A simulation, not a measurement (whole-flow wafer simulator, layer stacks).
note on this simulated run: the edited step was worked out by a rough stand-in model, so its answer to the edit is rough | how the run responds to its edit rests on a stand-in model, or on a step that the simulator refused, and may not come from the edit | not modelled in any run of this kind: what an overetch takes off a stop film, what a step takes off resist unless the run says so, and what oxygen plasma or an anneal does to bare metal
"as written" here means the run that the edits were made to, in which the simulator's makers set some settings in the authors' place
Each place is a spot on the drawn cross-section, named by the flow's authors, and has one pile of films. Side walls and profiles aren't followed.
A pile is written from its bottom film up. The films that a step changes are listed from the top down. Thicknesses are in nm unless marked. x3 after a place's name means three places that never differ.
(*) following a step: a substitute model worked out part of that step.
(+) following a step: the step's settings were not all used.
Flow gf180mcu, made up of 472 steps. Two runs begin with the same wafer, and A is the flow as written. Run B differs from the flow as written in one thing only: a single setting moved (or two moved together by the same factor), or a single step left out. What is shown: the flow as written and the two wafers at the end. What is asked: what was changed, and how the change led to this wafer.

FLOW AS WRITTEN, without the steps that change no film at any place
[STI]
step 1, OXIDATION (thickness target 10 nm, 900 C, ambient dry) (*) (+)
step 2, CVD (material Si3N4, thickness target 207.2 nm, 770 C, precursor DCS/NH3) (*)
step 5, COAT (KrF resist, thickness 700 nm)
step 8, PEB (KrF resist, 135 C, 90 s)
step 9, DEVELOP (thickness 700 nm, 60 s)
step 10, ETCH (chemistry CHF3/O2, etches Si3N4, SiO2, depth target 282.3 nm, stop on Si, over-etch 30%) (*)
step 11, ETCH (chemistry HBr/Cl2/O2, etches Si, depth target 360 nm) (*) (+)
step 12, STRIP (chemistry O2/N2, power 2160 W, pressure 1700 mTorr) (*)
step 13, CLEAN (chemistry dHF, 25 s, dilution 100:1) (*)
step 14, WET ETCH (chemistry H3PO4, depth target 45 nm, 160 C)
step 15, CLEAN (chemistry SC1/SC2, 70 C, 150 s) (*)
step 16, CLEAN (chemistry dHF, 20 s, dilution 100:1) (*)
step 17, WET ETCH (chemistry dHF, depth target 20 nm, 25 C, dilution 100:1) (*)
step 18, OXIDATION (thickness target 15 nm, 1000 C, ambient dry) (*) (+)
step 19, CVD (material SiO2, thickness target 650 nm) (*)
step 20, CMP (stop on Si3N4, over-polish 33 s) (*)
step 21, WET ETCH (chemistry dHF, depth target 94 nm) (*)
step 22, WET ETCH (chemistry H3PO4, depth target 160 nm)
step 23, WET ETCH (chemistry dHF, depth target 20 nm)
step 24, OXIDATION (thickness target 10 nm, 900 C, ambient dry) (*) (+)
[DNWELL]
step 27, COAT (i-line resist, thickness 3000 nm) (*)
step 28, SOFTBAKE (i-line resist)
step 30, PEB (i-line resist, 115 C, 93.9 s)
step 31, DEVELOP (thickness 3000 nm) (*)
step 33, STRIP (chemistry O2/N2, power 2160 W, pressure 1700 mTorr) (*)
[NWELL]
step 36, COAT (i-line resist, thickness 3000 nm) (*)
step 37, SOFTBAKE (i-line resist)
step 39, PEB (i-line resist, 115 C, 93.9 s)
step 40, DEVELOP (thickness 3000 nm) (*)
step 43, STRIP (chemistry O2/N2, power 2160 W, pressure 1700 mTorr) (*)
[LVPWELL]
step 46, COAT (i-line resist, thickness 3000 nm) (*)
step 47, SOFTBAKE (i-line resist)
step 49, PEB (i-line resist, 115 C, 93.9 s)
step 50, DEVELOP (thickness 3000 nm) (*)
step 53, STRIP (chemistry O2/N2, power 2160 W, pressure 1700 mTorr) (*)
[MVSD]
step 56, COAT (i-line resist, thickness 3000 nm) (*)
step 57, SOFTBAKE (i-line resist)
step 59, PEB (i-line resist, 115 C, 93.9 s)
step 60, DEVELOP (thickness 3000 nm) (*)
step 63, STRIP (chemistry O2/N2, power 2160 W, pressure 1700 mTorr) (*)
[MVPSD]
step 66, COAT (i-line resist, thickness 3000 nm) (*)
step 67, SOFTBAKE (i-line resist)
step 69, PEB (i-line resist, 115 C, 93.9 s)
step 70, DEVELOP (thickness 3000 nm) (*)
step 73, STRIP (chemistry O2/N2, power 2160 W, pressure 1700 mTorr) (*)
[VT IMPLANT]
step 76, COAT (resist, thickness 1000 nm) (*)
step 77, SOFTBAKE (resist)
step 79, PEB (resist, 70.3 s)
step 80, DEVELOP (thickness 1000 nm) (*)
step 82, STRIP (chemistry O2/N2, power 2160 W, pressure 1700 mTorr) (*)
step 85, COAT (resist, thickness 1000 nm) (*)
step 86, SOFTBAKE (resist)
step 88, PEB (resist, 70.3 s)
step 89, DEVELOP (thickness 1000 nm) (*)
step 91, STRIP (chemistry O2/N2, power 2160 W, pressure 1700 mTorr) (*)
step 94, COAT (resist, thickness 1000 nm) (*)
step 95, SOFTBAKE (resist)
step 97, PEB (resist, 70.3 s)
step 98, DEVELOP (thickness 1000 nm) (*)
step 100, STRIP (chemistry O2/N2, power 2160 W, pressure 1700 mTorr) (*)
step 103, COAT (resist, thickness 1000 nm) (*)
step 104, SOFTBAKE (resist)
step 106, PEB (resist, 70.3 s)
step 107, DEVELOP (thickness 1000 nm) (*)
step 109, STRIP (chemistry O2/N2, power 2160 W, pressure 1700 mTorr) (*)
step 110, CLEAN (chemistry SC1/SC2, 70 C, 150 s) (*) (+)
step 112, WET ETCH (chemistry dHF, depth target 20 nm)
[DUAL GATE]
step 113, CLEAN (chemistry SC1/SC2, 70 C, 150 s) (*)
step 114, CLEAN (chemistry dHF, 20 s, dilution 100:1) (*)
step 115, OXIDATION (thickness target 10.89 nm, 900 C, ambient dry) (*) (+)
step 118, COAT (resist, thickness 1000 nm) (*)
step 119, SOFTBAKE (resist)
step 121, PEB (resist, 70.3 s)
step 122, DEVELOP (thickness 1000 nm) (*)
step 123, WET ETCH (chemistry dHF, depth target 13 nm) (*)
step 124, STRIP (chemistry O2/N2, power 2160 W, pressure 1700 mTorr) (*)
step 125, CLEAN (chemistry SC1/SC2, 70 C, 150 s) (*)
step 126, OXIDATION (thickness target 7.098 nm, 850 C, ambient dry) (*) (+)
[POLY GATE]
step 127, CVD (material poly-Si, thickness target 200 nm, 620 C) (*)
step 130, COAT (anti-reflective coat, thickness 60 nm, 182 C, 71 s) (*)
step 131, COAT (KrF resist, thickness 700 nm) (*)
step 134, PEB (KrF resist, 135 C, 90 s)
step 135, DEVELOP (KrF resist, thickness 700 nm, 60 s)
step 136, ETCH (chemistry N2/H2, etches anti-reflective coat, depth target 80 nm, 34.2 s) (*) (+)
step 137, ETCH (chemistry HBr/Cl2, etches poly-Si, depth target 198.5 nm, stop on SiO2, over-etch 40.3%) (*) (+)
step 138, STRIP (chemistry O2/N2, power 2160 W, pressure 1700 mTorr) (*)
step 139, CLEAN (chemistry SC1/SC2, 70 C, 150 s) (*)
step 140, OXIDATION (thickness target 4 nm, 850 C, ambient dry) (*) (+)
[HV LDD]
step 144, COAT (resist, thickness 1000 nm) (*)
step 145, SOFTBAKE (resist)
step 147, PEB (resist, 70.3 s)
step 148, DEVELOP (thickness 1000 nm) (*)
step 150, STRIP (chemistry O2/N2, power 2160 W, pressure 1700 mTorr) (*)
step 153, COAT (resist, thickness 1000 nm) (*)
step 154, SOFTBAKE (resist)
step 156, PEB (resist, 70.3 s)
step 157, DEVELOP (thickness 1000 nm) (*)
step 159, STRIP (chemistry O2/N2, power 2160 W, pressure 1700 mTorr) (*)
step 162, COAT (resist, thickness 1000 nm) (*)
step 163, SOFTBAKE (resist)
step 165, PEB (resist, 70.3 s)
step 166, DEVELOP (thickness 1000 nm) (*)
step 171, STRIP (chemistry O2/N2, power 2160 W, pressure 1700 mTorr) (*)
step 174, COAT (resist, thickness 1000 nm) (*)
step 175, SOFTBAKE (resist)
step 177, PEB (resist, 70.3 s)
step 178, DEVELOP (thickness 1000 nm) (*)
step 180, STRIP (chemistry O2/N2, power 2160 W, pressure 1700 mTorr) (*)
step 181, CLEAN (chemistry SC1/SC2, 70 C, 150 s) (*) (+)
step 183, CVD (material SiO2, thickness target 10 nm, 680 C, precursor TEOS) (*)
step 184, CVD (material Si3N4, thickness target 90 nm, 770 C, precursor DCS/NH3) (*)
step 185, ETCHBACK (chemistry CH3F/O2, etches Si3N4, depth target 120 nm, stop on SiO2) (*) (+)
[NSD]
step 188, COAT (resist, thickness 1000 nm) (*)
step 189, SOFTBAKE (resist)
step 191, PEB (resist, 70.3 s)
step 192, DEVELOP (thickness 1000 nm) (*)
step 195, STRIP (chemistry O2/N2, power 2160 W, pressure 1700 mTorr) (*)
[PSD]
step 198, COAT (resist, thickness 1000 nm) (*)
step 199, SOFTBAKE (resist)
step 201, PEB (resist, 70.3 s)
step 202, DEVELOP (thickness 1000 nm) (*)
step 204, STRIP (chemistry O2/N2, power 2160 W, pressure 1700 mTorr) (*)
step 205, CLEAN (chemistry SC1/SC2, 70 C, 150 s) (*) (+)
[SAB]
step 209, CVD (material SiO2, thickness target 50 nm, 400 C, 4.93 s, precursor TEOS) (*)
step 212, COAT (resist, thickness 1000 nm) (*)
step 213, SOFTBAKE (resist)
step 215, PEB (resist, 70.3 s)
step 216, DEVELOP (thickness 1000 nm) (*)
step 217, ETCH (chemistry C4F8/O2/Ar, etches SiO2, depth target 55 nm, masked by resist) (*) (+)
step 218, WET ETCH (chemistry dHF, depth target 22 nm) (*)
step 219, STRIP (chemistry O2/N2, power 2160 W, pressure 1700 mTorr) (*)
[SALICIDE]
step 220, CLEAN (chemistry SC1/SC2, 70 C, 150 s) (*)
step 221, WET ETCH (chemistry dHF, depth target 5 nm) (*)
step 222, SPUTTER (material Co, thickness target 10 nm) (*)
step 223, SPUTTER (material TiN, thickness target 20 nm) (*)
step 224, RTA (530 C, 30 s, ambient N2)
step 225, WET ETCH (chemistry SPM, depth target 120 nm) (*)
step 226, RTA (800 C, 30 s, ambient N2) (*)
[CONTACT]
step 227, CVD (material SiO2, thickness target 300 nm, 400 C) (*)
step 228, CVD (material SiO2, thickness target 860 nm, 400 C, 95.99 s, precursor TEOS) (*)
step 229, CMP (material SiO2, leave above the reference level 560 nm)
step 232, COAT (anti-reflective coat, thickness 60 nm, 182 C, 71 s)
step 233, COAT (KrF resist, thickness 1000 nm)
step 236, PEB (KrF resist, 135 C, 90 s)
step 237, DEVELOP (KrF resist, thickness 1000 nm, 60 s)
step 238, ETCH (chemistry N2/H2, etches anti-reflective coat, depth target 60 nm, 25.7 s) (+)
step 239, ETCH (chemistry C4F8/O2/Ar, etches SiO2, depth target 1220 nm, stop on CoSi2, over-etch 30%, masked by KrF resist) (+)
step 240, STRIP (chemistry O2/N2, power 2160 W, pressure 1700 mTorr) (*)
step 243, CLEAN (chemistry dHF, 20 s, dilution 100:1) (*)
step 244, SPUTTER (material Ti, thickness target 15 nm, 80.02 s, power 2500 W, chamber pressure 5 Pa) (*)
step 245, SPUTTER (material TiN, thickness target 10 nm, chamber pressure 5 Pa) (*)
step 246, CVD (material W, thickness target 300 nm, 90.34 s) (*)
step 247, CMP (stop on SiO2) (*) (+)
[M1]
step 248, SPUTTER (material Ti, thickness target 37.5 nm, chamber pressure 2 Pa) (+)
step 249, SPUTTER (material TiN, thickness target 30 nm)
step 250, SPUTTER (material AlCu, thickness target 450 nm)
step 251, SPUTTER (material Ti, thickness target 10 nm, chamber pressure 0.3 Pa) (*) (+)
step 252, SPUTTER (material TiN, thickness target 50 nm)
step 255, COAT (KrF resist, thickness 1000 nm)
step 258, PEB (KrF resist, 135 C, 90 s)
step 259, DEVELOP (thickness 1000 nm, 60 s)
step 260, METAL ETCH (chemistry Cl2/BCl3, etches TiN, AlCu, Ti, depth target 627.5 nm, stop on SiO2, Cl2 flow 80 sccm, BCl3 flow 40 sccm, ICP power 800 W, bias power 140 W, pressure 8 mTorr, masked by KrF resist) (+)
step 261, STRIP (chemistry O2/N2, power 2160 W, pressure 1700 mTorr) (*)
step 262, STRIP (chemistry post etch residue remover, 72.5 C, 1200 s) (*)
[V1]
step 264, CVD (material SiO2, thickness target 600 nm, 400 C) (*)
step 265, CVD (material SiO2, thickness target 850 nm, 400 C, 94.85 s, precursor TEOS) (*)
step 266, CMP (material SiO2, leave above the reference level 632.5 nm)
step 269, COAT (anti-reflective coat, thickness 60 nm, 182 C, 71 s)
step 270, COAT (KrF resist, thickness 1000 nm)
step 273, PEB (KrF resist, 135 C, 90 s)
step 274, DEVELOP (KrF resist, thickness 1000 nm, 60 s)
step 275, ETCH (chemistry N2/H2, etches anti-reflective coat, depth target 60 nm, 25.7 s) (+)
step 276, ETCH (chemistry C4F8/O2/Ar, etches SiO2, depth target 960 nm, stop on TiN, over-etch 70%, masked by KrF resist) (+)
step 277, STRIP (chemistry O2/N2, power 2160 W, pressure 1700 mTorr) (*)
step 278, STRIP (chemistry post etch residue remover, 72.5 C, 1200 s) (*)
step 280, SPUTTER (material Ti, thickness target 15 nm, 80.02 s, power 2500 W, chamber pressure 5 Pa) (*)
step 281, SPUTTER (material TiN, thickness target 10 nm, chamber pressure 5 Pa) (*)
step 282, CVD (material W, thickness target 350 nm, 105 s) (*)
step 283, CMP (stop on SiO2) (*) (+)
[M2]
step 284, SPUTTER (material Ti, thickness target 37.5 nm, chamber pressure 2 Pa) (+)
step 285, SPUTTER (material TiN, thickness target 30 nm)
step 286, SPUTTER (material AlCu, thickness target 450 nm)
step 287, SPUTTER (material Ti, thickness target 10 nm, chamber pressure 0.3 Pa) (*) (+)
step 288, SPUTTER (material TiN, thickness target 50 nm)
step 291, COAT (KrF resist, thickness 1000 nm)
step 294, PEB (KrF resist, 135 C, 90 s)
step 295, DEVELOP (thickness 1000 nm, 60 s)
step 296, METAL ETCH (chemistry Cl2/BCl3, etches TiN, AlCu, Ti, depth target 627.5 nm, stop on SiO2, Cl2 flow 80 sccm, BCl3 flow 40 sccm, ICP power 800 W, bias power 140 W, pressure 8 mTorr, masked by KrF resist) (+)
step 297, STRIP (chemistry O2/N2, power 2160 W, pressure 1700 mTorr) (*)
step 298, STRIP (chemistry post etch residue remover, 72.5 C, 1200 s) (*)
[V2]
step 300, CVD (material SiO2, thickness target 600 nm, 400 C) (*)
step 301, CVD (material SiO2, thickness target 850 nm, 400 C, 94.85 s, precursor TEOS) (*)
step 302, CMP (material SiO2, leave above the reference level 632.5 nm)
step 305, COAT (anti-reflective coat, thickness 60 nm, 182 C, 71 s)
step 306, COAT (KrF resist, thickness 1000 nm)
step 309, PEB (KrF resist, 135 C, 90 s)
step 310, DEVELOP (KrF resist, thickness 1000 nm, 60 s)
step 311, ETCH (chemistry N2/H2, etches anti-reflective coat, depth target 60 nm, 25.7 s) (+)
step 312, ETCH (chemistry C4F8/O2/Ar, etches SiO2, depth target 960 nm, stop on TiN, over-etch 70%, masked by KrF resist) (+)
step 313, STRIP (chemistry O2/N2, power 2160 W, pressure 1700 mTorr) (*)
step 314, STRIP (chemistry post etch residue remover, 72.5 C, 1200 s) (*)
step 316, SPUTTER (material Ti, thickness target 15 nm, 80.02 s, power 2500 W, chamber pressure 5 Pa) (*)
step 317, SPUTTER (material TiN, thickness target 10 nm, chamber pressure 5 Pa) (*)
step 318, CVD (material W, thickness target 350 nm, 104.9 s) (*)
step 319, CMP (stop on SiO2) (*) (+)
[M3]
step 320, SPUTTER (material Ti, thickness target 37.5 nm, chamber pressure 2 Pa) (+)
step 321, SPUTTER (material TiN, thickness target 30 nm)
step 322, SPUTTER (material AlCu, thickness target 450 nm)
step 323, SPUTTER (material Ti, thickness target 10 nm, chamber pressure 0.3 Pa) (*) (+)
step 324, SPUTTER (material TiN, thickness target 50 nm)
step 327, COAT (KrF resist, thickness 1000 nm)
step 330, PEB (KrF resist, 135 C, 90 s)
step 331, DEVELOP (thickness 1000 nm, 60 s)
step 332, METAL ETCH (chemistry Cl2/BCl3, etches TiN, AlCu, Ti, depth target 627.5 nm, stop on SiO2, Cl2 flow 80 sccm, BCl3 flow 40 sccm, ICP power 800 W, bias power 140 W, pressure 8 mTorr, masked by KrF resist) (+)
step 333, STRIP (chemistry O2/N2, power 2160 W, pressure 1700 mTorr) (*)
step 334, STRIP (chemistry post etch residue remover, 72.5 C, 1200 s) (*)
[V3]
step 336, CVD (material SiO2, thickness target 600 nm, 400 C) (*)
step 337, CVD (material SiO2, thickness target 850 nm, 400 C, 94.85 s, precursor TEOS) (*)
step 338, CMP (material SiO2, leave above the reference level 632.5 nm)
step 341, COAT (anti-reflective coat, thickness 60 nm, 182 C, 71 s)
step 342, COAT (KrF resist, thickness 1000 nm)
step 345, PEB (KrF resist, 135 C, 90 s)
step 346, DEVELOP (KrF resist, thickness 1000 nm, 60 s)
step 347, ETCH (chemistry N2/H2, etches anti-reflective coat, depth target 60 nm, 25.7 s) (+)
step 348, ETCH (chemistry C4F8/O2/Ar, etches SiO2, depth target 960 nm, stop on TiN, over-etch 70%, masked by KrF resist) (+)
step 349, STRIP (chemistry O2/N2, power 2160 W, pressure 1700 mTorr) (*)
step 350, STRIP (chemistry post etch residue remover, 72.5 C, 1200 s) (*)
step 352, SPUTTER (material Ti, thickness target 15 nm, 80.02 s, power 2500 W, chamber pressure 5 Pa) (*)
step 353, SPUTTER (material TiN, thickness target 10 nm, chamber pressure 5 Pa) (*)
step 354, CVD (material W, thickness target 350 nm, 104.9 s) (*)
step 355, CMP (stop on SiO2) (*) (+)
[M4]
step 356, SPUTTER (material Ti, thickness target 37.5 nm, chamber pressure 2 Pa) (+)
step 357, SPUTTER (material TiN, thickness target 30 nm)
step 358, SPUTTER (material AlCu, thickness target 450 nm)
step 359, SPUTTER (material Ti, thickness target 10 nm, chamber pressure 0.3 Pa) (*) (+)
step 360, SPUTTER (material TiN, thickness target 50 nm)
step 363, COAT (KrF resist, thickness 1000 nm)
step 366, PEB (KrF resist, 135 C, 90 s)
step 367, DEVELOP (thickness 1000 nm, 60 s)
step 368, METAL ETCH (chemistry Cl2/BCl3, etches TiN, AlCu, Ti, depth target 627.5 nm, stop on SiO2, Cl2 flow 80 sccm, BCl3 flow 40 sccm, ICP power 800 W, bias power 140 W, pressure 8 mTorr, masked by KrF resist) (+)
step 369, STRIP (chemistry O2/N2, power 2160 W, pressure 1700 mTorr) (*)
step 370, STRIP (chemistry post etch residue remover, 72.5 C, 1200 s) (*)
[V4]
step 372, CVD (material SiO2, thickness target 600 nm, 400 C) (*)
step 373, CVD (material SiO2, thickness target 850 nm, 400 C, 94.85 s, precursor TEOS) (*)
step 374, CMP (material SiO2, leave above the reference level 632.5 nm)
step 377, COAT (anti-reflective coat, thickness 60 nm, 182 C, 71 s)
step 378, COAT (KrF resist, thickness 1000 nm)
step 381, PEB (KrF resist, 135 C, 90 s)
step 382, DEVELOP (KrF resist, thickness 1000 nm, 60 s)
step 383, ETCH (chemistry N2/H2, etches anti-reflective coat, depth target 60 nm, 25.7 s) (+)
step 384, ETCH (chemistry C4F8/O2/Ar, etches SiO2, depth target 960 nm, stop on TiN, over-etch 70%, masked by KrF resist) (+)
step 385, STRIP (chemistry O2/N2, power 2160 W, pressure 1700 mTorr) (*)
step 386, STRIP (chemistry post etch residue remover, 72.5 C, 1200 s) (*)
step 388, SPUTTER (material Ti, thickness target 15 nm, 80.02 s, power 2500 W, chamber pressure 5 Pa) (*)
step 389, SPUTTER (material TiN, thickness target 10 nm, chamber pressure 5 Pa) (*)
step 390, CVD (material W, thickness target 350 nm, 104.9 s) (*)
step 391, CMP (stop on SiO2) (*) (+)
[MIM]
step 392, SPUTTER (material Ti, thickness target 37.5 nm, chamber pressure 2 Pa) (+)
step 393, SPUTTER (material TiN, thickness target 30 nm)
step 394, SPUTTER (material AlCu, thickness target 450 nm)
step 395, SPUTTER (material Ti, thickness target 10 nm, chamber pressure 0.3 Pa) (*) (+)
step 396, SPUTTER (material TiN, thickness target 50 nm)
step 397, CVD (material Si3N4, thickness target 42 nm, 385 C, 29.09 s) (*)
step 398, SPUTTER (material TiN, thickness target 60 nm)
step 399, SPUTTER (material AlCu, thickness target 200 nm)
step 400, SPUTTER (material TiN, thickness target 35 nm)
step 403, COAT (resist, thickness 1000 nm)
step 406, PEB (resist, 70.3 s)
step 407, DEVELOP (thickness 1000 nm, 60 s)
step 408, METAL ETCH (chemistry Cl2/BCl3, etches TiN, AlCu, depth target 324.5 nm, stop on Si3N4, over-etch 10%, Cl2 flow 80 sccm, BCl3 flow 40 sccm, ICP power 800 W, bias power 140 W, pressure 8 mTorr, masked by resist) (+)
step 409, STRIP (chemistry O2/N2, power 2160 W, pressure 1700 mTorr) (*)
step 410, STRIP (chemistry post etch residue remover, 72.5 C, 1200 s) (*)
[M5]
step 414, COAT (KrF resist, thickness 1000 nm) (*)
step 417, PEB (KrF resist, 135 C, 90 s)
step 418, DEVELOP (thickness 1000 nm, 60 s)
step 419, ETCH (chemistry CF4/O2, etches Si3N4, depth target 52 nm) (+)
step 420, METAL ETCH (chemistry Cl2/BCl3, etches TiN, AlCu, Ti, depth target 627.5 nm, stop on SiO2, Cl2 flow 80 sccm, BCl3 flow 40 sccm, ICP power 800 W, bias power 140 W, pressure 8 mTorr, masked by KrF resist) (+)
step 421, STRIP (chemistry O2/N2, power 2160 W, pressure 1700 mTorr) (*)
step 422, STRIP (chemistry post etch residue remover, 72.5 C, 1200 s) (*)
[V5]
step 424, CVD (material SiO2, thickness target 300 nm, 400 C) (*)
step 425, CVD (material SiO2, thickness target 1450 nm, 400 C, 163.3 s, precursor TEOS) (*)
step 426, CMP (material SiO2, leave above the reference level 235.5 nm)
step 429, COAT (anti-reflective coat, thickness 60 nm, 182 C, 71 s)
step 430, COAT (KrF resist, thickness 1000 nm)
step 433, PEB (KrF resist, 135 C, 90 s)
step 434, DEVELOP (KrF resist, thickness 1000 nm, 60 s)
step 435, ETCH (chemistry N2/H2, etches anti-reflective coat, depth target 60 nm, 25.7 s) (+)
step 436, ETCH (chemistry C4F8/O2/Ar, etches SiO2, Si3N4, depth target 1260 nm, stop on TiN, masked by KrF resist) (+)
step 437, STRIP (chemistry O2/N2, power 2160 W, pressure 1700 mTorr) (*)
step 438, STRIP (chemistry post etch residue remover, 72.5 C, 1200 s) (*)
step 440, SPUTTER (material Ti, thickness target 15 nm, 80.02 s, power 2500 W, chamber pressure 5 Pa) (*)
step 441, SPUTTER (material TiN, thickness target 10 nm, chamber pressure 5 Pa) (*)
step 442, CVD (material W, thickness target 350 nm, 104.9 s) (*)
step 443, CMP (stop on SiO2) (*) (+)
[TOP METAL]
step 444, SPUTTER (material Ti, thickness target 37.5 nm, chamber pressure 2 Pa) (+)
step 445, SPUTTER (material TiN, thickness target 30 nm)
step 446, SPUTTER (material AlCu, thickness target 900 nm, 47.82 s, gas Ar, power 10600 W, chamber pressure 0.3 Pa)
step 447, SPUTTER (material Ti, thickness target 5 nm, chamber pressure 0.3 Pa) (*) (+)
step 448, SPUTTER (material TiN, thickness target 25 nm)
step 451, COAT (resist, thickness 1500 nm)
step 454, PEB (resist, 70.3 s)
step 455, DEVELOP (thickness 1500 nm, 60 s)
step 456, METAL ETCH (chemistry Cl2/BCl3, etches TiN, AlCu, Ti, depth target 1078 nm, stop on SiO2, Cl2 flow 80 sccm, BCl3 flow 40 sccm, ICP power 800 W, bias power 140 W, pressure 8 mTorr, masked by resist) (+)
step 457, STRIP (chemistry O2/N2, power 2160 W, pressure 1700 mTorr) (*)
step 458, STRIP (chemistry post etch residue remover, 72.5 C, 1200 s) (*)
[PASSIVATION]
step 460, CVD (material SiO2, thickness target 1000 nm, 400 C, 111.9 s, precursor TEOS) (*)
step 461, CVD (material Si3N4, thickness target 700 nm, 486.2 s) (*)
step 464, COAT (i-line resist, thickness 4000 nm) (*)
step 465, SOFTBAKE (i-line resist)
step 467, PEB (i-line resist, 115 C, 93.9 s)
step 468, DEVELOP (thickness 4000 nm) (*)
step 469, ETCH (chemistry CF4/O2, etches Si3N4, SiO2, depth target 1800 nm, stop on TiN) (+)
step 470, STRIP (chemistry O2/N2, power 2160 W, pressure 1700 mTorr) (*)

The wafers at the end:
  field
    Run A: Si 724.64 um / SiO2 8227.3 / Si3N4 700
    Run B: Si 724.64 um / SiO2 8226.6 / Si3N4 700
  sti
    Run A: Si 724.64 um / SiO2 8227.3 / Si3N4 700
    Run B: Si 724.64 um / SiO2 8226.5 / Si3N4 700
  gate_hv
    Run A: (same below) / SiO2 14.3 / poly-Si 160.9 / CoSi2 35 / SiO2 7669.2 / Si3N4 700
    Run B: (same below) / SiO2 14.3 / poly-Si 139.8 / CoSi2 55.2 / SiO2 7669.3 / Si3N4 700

Cause: step 222, SPUTTER: thickness target 15.8 nm was run, whereas the flow has thickness target 10 nm.

How this came from the change, step by step:
  step 222, SPUTTER (material Co, thickness target 10 nm) (*)
      field, field__w7, field__w8 and 72 more: A Co gains 10 (new film) | B Co gains 15.8 (new film)
      field__w6, field_sub, field_sub__w2: A Co gains 9.95 (new film) | B Co gains 15.7 (new film)
      (also at 33 further places)
  step 223, SPUTTER (material TiN, thickness target 20 nm) (*)
      field__w12: A TiN gains 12 (new film) | B TiN gains 12.6 (new film)
  step 224, RTA (530 C, 30 s, ambient N2)
      gate, gate_hv, gate_p and 22 more: A under 1 film: CoSi gains 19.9 (new film), Co loses 10 (all of it), poly-Si loses 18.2 | B under 1 film: CoSi gains 31.4 (new film), Co loses 15.8 (all of it), poly-Si loses 28.8
      active, p_well, sd_n and 11 more: A under 1 film: CoSi gains 19.9 (new film), Co loses 10 (all of it), Si loses 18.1 | B under 1 film: CoSi gains 31.4 (new film), Co loses 15.8 (all of it), Si loses 28.7
      (also at 10 further places)
  step 225, WET ETCH (chemistry SPM, depth target 120 nm) (*)
      field, field__w7, field__w8 and 32 more: A TiN loses 20 (all of it), Co loses 10 (all of it) | B TiN loses 20 (all of it), Co loses 15.8 (all of it)
      field_sub, field_sub__w2: A TiN loses 19.9 (all of it), Co loses 9.95 (all of it) | B TiN loses 20 (all of it), Co loses 15.7 (all of it)
      (also at 25 further places)
  step 226, RTA (800 C, 30 s, ambient N2) (*)
      gate, gate_hv, gate_p and 22 more: A CoSi2 gains 35 (new film), CoSi loses 19.9 (all of it), poly-Si loses 18.2 | B CoSi2 gains 55.2 (new film), CoSi loses 31.4 (all of it), poly-Si loses 28.8
      active, p_well, sd_n and 11 more: A CoSi2 gains 35 (new film), CoSi loses 19.9 (all of it), Si loses 18.1 | B CoSi2 gains 55.2 (new film), CoSi loses 31.4 (all of it), Si loses 28.7
      (also at 10 further places)
